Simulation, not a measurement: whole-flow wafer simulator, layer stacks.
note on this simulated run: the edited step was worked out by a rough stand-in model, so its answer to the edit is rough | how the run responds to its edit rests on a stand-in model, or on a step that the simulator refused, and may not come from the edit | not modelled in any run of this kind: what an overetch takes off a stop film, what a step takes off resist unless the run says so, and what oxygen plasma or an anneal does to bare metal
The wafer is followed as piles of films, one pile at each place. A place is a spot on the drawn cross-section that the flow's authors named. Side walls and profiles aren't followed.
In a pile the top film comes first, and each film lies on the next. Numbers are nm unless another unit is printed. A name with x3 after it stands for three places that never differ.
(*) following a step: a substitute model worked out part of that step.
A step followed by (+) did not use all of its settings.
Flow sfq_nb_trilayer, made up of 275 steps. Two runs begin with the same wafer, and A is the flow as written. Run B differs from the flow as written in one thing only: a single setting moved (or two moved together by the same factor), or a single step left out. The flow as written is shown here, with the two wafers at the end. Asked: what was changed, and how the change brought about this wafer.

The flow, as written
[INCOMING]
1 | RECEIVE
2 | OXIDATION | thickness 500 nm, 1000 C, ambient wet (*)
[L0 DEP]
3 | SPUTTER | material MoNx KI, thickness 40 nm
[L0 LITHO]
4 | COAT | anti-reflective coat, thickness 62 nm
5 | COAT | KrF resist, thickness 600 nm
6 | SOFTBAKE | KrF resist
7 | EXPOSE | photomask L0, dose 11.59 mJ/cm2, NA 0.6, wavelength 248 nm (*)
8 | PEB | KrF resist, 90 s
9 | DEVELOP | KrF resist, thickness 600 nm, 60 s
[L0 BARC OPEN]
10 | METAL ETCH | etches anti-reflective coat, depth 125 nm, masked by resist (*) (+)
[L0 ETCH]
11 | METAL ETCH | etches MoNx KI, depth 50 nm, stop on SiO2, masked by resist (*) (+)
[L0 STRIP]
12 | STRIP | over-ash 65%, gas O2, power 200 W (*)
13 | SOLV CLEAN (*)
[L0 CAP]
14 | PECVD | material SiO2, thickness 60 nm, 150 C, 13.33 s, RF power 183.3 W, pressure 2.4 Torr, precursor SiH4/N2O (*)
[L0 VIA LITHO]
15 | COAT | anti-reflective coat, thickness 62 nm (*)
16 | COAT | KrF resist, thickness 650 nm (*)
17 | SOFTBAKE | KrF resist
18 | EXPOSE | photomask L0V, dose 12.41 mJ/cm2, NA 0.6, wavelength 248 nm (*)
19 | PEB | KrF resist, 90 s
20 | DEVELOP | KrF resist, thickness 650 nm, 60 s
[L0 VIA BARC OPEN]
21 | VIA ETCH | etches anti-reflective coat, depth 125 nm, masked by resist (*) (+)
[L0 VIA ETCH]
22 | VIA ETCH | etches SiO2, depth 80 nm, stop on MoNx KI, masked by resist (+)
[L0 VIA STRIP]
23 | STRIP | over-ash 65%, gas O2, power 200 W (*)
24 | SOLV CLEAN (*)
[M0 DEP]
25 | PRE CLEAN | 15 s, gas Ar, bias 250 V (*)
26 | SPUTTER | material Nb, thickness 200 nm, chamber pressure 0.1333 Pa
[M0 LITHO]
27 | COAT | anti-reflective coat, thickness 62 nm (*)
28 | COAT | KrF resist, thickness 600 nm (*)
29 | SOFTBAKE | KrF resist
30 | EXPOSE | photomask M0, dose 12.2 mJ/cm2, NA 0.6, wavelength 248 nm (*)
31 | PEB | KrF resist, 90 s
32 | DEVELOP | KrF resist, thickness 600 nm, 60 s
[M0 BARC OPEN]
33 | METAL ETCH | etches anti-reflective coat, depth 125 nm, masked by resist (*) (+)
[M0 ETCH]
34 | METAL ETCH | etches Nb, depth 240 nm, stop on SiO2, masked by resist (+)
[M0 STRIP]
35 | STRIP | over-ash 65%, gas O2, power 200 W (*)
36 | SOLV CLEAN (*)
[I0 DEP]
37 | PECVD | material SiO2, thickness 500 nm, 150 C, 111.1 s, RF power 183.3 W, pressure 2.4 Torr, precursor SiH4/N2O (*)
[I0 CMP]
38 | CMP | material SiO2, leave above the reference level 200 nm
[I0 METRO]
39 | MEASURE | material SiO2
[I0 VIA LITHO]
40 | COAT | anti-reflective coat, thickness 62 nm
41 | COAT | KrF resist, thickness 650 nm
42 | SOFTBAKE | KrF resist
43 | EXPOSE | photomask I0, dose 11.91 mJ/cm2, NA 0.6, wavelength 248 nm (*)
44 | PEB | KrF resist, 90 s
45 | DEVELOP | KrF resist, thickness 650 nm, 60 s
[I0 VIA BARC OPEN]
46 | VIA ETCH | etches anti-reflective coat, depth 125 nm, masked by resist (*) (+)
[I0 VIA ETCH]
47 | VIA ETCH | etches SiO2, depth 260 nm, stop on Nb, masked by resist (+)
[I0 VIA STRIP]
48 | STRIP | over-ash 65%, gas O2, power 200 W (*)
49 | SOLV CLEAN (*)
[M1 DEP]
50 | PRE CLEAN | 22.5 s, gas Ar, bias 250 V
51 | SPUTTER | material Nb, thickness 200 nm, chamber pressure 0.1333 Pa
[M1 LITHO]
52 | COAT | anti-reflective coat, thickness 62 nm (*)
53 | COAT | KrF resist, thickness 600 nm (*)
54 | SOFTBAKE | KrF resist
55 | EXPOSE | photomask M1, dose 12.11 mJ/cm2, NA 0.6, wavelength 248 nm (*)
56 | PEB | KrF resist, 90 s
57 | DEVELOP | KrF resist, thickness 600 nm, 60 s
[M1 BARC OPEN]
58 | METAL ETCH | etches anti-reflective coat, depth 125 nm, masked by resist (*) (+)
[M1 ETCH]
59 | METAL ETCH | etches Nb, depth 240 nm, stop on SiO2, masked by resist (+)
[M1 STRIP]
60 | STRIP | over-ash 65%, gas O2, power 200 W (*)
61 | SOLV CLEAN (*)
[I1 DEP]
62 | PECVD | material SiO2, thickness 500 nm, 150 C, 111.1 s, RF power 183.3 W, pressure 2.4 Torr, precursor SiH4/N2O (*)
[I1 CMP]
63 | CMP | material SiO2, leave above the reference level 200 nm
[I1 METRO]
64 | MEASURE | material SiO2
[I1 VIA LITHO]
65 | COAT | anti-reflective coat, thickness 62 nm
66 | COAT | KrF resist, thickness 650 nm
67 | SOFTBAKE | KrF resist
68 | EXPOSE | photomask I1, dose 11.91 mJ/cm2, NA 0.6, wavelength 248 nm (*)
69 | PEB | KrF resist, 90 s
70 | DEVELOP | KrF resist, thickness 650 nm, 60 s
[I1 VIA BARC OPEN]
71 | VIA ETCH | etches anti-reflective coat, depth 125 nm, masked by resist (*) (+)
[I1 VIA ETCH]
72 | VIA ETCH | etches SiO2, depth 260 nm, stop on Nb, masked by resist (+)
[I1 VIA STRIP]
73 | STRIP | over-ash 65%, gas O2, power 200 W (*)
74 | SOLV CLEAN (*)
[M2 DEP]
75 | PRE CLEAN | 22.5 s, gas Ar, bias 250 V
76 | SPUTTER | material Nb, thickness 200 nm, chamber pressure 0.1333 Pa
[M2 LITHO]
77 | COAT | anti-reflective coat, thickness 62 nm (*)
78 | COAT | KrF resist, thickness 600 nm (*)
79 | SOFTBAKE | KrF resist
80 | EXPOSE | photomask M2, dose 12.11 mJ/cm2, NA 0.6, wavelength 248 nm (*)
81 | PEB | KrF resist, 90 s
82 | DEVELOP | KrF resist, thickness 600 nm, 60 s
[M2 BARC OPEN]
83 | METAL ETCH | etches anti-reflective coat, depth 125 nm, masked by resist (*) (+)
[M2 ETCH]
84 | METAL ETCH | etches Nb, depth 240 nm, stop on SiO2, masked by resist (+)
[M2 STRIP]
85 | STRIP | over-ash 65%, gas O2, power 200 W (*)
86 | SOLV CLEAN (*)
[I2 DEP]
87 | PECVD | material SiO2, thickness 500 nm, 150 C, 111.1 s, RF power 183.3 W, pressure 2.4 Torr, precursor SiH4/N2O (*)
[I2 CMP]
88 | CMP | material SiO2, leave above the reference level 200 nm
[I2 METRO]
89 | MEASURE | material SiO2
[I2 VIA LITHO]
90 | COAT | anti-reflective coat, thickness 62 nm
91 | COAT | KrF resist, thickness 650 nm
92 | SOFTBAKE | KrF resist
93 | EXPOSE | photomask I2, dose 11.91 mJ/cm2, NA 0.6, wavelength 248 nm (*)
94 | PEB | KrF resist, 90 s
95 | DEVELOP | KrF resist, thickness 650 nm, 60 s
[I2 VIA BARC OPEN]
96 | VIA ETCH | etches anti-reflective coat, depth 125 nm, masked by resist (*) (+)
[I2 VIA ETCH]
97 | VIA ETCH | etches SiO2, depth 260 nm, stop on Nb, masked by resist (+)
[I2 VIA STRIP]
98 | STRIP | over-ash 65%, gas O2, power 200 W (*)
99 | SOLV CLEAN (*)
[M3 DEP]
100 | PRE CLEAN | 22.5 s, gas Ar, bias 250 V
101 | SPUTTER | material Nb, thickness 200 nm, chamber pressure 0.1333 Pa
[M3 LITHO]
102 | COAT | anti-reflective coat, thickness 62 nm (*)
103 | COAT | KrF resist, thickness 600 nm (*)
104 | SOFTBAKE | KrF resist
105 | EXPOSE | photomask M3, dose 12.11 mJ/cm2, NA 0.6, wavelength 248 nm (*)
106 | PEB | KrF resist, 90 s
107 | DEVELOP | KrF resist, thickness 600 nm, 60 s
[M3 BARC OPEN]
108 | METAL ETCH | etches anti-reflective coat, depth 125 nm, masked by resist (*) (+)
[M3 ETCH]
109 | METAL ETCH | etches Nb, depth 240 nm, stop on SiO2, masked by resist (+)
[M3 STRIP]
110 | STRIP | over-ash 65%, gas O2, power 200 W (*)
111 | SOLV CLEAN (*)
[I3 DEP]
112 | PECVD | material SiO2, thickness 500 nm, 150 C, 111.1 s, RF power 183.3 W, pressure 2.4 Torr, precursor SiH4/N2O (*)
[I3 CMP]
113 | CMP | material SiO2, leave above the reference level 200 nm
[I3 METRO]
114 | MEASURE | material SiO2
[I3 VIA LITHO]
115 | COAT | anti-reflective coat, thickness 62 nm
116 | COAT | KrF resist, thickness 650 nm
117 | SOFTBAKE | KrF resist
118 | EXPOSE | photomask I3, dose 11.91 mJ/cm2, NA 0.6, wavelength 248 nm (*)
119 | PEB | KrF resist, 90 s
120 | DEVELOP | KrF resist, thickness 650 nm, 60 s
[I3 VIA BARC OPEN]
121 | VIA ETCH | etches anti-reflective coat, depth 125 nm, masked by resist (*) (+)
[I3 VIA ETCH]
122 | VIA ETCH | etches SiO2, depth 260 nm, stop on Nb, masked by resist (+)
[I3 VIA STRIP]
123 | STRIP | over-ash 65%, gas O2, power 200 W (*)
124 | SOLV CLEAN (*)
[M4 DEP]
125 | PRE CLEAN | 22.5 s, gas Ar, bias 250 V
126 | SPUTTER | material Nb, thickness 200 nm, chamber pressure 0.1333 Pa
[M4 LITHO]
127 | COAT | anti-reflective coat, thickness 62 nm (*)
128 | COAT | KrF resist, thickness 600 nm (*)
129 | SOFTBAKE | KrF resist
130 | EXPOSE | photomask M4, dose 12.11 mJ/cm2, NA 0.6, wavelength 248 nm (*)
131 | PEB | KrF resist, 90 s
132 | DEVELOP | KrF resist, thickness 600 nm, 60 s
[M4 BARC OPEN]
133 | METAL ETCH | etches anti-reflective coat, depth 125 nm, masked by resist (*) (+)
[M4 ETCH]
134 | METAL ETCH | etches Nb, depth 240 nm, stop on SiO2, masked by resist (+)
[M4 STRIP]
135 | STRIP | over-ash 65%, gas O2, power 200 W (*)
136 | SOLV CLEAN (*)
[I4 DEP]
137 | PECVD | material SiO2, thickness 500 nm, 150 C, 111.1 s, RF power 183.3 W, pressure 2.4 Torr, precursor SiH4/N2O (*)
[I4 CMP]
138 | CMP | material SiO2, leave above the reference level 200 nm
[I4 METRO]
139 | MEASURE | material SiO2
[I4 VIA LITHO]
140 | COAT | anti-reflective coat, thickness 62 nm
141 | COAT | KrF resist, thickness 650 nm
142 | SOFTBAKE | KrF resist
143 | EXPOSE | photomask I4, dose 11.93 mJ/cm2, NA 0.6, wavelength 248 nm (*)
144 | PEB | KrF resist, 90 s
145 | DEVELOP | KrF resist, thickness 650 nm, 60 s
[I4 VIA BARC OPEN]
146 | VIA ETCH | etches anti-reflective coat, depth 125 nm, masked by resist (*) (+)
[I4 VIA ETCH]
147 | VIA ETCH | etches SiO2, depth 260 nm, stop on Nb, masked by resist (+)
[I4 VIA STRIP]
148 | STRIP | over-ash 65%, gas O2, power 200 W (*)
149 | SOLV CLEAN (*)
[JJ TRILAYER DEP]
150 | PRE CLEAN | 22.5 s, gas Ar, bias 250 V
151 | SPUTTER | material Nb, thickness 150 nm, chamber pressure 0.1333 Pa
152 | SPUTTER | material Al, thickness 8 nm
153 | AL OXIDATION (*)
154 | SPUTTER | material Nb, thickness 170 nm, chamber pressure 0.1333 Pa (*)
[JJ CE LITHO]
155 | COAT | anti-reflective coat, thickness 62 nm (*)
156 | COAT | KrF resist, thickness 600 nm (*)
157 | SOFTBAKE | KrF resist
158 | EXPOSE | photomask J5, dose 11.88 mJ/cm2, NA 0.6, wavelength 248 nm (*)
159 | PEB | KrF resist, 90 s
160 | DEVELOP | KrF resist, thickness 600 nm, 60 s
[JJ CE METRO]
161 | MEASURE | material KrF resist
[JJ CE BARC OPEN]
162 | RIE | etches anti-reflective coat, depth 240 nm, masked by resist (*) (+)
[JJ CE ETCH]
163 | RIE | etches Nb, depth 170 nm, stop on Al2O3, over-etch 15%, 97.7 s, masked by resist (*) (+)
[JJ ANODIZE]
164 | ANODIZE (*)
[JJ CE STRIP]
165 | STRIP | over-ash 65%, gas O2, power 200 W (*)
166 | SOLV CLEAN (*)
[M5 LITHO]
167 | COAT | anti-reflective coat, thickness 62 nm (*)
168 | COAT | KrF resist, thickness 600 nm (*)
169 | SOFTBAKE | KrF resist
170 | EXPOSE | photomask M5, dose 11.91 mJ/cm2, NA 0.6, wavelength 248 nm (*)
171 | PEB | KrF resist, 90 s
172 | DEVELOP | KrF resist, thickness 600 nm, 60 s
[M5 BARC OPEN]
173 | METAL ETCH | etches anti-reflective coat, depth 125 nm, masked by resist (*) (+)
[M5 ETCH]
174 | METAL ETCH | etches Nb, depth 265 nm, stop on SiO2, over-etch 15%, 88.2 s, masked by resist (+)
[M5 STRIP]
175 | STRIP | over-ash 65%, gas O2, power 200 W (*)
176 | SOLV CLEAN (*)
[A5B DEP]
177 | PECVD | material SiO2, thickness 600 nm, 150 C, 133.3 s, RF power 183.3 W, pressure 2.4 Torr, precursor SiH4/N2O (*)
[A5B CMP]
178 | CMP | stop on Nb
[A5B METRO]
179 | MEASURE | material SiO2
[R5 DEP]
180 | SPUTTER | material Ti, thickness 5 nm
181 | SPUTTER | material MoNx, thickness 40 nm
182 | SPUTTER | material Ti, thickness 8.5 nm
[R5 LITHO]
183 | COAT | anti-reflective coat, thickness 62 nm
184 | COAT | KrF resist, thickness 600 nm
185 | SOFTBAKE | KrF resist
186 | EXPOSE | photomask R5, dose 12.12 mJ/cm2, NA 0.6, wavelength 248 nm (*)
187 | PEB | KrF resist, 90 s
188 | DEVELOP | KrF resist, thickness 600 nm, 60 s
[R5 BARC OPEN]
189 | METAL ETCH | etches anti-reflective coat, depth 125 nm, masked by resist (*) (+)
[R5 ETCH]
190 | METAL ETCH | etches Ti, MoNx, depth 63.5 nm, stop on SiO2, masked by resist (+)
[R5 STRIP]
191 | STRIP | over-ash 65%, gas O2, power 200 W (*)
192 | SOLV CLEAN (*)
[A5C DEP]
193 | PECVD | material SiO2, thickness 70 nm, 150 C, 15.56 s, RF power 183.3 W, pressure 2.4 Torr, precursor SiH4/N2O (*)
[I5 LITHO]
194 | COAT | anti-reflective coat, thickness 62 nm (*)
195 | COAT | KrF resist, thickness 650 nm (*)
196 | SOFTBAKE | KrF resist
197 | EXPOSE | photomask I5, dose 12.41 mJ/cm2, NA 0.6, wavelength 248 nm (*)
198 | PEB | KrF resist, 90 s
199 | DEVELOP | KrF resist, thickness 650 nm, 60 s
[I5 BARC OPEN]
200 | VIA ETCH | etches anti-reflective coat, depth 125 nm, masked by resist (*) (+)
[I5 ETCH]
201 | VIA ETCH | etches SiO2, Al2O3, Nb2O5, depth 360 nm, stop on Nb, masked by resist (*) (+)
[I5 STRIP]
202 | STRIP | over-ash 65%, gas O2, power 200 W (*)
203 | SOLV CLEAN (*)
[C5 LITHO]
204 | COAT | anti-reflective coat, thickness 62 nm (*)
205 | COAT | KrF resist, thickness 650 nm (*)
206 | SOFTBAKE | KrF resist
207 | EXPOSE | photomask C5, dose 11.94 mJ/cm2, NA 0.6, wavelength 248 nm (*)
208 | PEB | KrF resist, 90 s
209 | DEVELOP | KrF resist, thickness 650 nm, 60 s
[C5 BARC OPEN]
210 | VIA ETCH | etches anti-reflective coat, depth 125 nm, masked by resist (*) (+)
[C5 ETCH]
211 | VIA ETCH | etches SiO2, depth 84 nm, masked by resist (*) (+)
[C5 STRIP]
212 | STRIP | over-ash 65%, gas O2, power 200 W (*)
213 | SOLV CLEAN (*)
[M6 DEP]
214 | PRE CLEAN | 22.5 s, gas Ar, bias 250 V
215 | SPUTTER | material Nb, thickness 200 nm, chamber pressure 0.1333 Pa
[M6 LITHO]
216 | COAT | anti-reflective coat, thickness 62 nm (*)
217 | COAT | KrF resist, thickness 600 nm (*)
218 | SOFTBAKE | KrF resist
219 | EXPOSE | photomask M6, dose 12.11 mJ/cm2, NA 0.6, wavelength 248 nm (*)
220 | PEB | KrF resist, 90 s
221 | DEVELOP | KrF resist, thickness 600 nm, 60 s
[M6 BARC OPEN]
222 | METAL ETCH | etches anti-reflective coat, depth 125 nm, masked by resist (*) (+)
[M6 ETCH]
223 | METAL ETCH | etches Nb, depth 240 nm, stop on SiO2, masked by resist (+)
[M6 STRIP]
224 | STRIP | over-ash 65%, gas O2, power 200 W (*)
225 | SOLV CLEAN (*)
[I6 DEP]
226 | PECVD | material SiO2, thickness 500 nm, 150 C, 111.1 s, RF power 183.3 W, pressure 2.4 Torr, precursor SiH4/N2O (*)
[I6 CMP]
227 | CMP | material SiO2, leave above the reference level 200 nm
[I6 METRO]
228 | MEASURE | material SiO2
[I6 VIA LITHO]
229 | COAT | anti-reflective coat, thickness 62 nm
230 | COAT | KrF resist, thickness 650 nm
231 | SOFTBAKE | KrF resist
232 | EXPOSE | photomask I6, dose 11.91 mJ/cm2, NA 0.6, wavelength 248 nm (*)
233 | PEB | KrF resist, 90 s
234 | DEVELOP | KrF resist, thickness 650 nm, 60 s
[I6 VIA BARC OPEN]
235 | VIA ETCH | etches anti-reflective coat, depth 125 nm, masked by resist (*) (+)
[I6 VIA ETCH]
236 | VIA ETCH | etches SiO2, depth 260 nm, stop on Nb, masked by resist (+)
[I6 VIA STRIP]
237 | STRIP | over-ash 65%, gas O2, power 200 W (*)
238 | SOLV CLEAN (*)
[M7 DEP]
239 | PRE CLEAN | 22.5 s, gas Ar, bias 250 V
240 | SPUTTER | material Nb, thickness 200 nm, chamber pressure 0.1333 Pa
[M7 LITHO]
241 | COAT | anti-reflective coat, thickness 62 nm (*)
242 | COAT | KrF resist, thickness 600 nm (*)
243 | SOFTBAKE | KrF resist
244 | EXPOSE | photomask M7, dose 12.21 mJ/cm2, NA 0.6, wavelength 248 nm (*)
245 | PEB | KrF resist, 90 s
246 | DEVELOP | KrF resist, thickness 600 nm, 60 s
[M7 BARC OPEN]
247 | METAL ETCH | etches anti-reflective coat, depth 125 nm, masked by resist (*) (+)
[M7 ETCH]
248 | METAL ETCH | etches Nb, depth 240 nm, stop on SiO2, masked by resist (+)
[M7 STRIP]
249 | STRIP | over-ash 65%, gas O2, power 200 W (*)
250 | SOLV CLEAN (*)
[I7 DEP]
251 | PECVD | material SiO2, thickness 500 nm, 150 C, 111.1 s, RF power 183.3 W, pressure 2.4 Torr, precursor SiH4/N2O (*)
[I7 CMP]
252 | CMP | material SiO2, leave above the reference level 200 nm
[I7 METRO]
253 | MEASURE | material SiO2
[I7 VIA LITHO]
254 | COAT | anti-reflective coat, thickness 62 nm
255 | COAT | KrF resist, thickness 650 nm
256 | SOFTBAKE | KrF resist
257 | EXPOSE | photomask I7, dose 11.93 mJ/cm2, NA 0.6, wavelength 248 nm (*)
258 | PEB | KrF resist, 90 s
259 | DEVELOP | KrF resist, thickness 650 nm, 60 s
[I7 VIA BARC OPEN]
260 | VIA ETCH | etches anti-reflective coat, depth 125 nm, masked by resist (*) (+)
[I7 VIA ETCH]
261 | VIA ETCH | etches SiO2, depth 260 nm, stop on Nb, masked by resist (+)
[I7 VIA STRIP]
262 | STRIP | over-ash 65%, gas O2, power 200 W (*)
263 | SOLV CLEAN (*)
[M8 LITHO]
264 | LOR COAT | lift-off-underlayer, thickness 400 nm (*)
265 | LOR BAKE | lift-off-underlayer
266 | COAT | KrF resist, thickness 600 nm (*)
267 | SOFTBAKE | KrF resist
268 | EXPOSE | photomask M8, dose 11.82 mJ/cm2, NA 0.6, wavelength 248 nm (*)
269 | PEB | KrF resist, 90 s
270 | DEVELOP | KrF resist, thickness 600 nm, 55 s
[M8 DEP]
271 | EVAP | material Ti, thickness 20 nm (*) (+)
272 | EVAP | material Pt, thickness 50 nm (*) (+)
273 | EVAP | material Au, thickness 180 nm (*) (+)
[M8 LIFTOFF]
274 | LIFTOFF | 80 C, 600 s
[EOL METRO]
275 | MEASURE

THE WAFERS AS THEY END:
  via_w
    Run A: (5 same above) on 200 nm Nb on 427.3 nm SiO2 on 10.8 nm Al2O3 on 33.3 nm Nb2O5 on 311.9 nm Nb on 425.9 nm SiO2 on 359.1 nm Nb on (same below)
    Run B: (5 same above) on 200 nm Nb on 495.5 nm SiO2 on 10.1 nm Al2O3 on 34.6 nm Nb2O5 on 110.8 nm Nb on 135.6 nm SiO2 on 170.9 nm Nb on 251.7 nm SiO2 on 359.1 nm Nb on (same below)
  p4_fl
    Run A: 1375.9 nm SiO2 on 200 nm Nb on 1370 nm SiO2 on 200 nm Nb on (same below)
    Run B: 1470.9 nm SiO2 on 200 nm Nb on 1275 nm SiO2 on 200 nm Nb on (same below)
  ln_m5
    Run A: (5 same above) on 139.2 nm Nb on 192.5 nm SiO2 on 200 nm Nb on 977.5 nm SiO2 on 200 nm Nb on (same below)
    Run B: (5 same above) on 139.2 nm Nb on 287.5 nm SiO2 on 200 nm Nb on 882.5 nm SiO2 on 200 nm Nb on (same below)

Cause: step 112, PECVD: thickness 305 nm was run, while the flow as written has thickness 500 nm; step 112, PECVD: 67.78 s was run, where the flow has 111.1 s.

The path from the change to this, step by step:
  112 | PECVD | material SiO2, thickness 500 nm, 150 C, 111.1 s, RF power 183.3 W, pressure 2.4 Torr, precursor SiH4/N2O (*)
      field_l, be, be_sur and 64 more: A +500 SiO2 | B +305 SiO2
      v_sur, via_wl, via_wr and 27 more: A +500 SiO2 (new film) | B +305 SiO2 (new film)
      (also at 9 further places)
  113 | CMP | material SiO2, leave above the reference level 200 nm
      field_l, be, be_sur and 64 more: A -100 SiO2 | B nothing
      p4_g1, p4_g2, p3_s0, p3_s1, p3_s2, p3_s3, p3_s4, p3_s5: A -157.1 SiO2 | B nothing
      (also at 31 further places)
  115 | COAT | anti-reflective coat, thickness 62 nm
      gap, m0r_line_l, m0r_line_r, m6r_line_l, m6r_line_r, m7r_line_l, m7r_line_r: A +62 anti-reflective coat (new film) | B +63.5 anti-reflective coat (new film)
      m0r_space_l, m0r_space_r, m6r_space_l, m6r_space_r, m7r_space_l, m7r_space_r: A +62 anti-reflective coat (new film) | B +75.1 anti-reflective coat (new film)
      (also at 75 further places)
  116 | COAT | KrF resist, thickness 650 nm
      m0r_line_l, m0r_line_r, m6r_line_l, m6r_line_r, m7r_line_l, m7r_line_r: A +650 KrF resist (new film) | B +668.9 KrF resist (new film)
      p4_fl, p3_s3: A +650 KrF resist (new film) | B +666.8 KrF resist (new film)
      (also at 50 further places)
  120 | DEVELOP | KrF resist, thickness 650 nm, 60 s
      via_v: A -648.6 KrF resist (all of it) | B -613.9 KrF resist (all of it)
  121 | VIA ETCH | etches anti-reflective coat, depth 125 nm, masked by resist (*) (+)
      field_l, v_sur, via_wl and 102 more: A -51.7 KrF resist | B -45.2 KrF resist
      via_v: A -62 anti-reflective coat (all of it), -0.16 SiO2 | B -54.2 anti-reflective coat (all of it), -0.14 SiO2
  123 | STRIP | over-ash 65%, gas O2, power 200 W (*)
      m0r_line_l, m0r_line_r, m6r_line_l, m6r_line_r, m7r_line_l, m7r_line_r: A -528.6 KrF resist (all of it), -62 anti-reflective coat (all of it) | B -553.9 KrF resist (all of it), -63.5 anti-reflective coat (all of it)
      m0r_space_l, m0r_space_r, m6r_space_l, m6r_space_r, m7r_space_l, m7r_space_r: A -528.6 KrF resist (all of it), -62 anti-reflective coat (all of it) | B -546.3 KrF resist (all of it), -75.1 anti-reflective coat (all of it)
      (also at 87 further places)
  126 | SPUTTER | material Nb, thickness 200 nm, chamber pressure 0.1333 Pa
      via_w: A +200 Nb (new film) | B +170.9 Nb (new film)
  127 | COAT | anti-reflective coat, thickness 62 nm (*)
      p3_l1, p3_l2, p3_l3, p3_l4: A +62 anti-reflective coat (new film) | B +46.5 anti-reflective coat (new film)
      wl_g_sr, m0r_space_r, m6r_space_r, m7r_space_r: A +62 anti-reflective coat (new film) | B +72.9 anti-reflective coat (new film)
      (also at 79 further places)
  128 | COAT | KrF resist, thickness 600 nm (*)
      m0r_line_l, m6r_line_l, m7r_line_l: A +600 KrF resist (new film) | B +616.6 KrF resist (new film)
      m0r_line_r, m6r_line_r, m7r_line_r: A +600 KrF resist (new film) | B +616.8 KrF resist (new film)
      (also at 55 further places)
  132 | DEVELOP | KrF resist, thickness 600 nm, 60 s
      m0r_line_l, m6r_line_l, m7r_line_l: A -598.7 KrF resist (all of it) | B -615.3 KrF resist (all of it)
      m0r_line_r, m6r_line_r, m7r_line_r: A -598.7 KrF resist (all of it) | B -615.5 KrF resist (all of it)
      (also at 26 further places)
  133 | METAL ETCH | etches anti-reflective coat, depth 125 nm, masked by resist (*) (+)
      v_sur, via_wl, via_w and 36 more: A -51.7 KrF resist | B -60.2 KrF resist
      wl_g_sr, m0r_space_r, m6r_space_r, m7r_space_r: A -62 anti-reflective coat (all of it) | B -72.9 anti-reflective coat (all of it)
      (also at 47 further places)
  135 | STRIP | over-ash 65%, gas O2, power 200 W (*)
      v_sur: A -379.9 KrF resist (all of it), -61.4 anti-reflective coat (all of it) | B -324.3 KrF resist (all of it), -45.8 anti-reflective coat (all of it)
      via_wl: A -379.4 KrF resist (all of it), -61.3 anti-reflective coat (all of it) | B -329.8 KrF resist (all of it), -41.1 anti-reflective coat (all of it)
      (also at 34 further places)
  137 | PECVD | material SiO2, thickness 500 nm, 150 C, 111.1 s, RF power 183.3 W, pressure 2.4 Torr, precursor SiH4/N2O (*)
      p3_s0, p3_s1, p3_s2, p3_s3, p3_s4, p3_s5: A +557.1 SiO2 | B +652.1 SiO2
      via_w: A +500 SiO2 (new film) | B +560.3 SiO2 (new film)
  138 | CMP | material SiO2, leave above the reference level 200 nm
      lsp_r, l0_sur, l0v: A -91.9 SiO2 | B nothing
      field_l, be, be_sur and 55 more: A -100 SiO2 | B -5 SiO2
      (also at 9 further places)
  147 | VIA ETCH | etches SiO2, depth 260 nm, stop on Nb, masked by resist (+)
      via_w: A -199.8 SiO2 (all of it) | B -260 SiO2
  ... 14 further steps ...
  178 | CMP | stop on Nb
      via_w: A -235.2 SiO2 | B -226.5 SiO2
With metal films that touch counted as one body, via_w has 6 bodies (between them, from the top down: SiO2 192.5; SiO2 495.5 / Al2O3 10.1 / Nb2O5 34.6; SiO2 135.6; SiO2 251.7; SiO2 416.9); the flow as written gives 5 bodies (between them, from the top down: SiO2 192.5; SiO2 427.3 / Al2O3 10.8 / Nb2O5 33.3; SiO2 425.9; SiO2 416.9).
